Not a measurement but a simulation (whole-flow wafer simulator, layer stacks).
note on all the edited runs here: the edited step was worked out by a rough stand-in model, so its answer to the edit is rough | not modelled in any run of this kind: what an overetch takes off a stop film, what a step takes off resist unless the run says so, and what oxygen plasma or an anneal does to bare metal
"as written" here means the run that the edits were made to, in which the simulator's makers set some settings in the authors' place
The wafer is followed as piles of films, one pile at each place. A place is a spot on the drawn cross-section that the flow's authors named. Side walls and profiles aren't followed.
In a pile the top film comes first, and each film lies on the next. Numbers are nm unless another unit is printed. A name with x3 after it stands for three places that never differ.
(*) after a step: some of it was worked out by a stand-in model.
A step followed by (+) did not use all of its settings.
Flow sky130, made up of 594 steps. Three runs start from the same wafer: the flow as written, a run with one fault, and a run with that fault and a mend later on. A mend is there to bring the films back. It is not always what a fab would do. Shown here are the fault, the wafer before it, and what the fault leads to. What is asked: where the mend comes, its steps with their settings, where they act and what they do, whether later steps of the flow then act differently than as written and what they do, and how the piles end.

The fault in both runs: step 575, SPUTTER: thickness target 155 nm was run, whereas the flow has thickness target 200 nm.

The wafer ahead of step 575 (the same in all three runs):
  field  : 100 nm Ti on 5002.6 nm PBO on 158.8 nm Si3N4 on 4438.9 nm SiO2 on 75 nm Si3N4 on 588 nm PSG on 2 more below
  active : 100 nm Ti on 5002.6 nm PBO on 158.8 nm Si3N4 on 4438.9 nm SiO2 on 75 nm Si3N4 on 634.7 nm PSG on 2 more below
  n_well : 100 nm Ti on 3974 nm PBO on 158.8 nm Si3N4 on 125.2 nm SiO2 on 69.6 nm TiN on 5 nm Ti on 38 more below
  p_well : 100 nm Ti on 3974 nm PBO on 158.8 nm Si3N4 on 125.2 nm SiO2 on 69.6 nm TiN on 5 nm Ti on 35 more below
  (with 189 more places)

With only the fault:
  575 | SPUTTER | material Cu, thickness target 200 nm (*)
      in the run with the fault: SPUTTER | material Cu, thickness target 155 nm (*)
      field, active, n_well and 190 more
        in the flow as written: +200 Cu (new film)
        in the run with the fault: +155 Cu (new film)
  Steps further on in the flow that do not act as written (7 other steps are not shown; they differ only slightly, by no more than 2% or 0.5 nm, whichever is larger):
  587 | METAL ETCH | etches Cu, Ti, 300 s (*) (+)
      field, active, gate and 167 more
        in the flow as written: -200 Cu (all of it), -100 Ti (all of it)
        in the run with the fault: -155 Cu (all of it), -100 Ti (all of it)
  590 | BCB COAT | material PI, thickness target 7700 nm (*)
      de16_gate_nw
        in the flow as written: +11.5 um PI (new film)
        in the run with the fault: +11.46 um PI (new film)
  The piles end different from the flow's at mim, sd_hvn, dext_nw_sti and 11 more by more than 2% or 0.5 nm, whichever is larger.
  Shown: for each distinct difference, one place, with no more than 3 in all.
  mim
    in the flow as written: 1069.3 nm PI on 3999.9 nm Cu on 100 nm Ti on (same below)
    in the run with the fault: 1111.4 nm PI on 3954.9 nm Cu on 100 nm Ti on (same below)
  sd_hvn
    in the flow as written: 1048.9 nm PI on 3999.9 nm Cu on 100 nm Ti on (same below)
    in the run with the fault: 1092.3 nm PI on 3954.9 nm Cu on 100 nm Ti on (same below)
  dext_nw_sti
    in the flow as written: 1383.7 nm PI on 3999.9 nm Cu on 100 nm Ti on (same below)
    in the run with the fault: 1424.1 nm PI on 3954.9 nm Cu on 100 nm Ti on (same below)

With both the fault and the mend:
  The mend stands after step 582.
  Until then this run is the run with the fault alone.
  582a | STRIP | chemistry NMP, 80 C, 900 s
      wcut_nhv, wcut_phv, wcut_fox_pw and 23 more
        -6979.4 i-line resist (all of it)
      gate_len, gate_lvt_sd_len, gate_p_sd_len, gate_p_hvt_sd_len, gate_p_lvt_sd_len, gate_len_250
        -6982 i-line resist (all of it)
      mim_edge_plate_strap, mim_edge_plate, mim_edge_gap, mim_edge_gap_sheet, vpp_l1ln
        -6980.8 i-line resist (all of it)
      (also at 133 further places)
  582b | SPUTTER | material Cu, thickness target 45 nm (*) (the flow's step 575, run once more with other settings)
      field, active, n_well and 190 more
        +45 Cu
  582c | HMDS | 120 C, 60 s (the flow's step 577, run once more)
      does not change any film at any place that is followed
  582d | COAT | i-line resist, thickness 7000 nm (*) (the flow's step 578, run once more)
      dice_street, wcut_nhv, wcut_phv and 18 more
        +7000 i-line resist (new film)
      poly_ln, iso_pw_fox, gate_lvt_sd, active_lvt, spacer_lvt, sonos_sd, sonos_cell_x, sonos_guard_x
        +7003.2 i-line resist (new film)
      vpp_iso2, mim_edge_plate_strap, mim_edge_plate, mim_edge_gap, mim_edge_gap_sheet, gate_hv_nvt, de16_nw_sti
        +7001.4 i-line resist (new film)
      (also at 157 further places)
  582e | SOFTBAKE | i-line resist, 110 C, 180 s (the flow's step 579, run once more)
      de16_gate_pw, de16_pw_fp, de16_pw_sti, de16_psrc_nw
        -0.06 i-line resist
      field, active_lvt
        +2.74 i-line resist
      mim, vcap_hvt
        -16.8 i-line resist
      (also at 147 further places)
  582f | EXPOSE | photomask CU1M (the flow's step 580, run once more)
      does not change any film at any place that is followed
  582g | PEB | i-line resist, 90 C, 60 s (the flow's step 581, run once more)
      field, active, n_well and 134 more
        -0.07 i-line resist
      pad
        -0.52 i-line resist
  582h | DEVELOP | thickness 7000 nm (*) (the flow's step 582, run once more)
      field, active, gate and 167 more
        -20.6 i-line resist
      n_well, p_well, sd_n, sd_p
        -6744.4 i-line resist (all of it)
      dep_nw_sti, dep_ntap_nw, de16_nw_sti
        -7000.7 i-line resist (all of it)
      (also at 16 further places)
  None of the later steps of the flow acts differently than as written at any place that is followed.
  The piles end the same as the flow's at every place that both follow.
